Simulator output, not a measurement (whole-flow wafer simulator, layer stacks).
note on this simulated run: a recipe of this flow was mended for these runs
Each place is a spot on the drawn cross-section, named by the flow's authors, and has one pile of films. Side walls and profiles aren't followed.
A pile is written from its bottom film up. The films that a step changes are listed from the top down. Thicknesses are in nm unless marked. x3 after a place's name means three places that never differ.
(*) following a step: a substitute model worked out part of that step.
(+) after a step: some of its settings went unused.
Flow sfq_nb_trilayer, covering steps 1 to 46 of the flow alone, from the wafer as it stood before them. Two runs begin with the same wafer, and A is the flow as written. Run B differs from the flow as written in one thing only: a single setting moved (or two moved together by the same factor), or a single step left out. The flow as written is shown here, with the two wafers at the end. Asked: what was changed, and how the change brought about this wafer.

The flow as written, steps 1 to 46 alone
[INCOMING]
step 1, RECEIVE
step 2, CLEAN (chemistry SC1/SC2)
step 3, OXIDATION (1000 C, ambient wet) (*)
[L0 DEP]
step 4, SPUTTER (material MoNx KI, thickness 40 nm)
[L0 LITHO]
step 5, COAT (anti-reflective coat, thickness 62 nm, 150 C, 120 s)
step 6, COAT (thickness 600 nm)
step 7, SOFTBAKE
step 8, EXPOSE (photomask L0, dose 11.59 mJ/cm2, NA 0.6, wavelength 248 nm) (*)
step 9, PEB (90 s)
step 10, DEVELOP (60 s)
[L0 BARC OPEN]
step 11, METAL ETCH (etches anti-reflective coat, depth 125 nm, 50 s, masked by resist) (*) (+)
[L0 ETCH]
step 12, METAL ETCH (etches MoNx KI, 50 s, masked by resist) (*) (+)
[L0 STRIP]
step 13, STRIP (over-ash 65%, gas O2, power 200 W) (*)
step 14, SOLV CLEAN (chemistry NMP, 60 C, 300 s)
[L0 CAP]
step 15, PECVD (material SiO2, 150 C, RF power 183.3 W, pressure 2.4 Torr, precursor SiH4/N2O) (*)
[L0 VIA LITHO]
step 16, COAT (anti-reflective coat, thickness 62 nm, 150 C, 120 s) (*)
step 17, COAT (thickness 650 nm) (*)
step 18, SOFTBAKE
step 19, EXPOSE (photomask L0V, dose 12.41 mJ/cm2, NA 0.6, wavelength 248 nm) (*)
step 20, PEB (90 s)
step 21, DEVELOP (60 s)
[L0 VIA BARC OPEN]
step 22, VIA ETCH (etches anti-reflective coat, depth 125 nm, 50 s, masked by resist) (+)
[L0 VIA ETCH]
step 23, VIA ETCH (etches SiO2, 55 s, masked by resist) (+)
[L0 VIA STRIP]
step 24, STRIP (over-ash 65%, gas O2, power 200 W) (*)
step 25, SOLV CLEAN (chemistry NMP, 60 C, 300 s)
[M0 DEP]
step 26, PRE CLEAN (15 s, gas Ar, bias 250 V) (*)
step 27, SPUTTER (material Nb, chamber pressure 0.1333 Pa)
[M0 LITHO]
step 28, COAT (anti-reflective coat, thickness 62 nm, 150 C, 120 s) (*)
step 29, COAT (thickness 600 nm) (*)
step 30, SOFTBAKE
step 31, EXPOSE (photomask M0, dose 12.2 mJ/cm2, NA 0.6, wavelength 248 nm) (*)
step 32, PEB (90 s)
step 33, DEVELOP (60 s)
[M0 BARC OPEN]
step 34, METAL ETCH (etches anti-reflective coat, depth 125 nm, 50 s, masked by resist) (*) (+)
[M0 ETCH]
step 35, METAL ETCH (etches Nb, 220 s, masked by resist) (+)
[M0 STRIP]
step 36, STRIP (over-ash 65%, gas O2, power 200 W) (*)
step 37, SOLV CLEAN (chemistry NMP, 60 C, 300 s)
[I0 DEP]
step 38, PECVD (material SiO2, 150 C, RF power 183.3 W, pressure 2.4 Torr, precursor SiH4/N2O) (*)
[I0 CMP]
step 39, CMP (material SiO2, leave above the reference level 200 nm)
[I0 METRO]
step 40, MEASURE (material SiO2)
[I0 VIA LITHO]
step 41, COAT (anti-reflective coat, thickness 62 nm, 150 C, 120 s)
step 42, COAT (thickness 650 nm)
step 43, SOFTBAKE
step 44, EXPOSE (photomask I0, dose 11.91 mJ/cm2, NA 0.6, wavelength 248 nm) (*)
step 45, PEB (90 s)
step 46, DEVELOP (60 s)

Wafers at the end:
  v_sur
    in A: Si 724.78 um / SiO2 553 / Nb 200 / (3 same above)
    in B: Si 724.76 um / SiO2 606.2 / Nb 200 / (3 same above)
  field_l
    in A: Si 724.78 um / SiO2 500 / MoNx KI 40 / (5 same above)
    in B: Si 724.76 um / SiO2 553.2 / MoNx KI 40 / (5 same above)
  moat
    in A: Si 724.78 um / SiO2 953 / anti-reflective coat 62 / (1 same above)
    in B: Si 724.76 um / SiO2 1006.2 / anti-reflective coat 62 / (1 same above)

The reason: step 3, OXIDATION: 1016 C was run, though the flow has 1000 C.

Step by step, how the change led to this:
  step 3, OXIDATION (1000 C, ambient wet) (*)
      field_l, v_sur, via_wl and 103 more: A +500 SiO2 (new film), -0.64 chemical SiO2 (all of it), -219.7 Si | B +553.2 SiO2 (new film), -0.64 chemical SiO2 (all of it), -243.1 Si
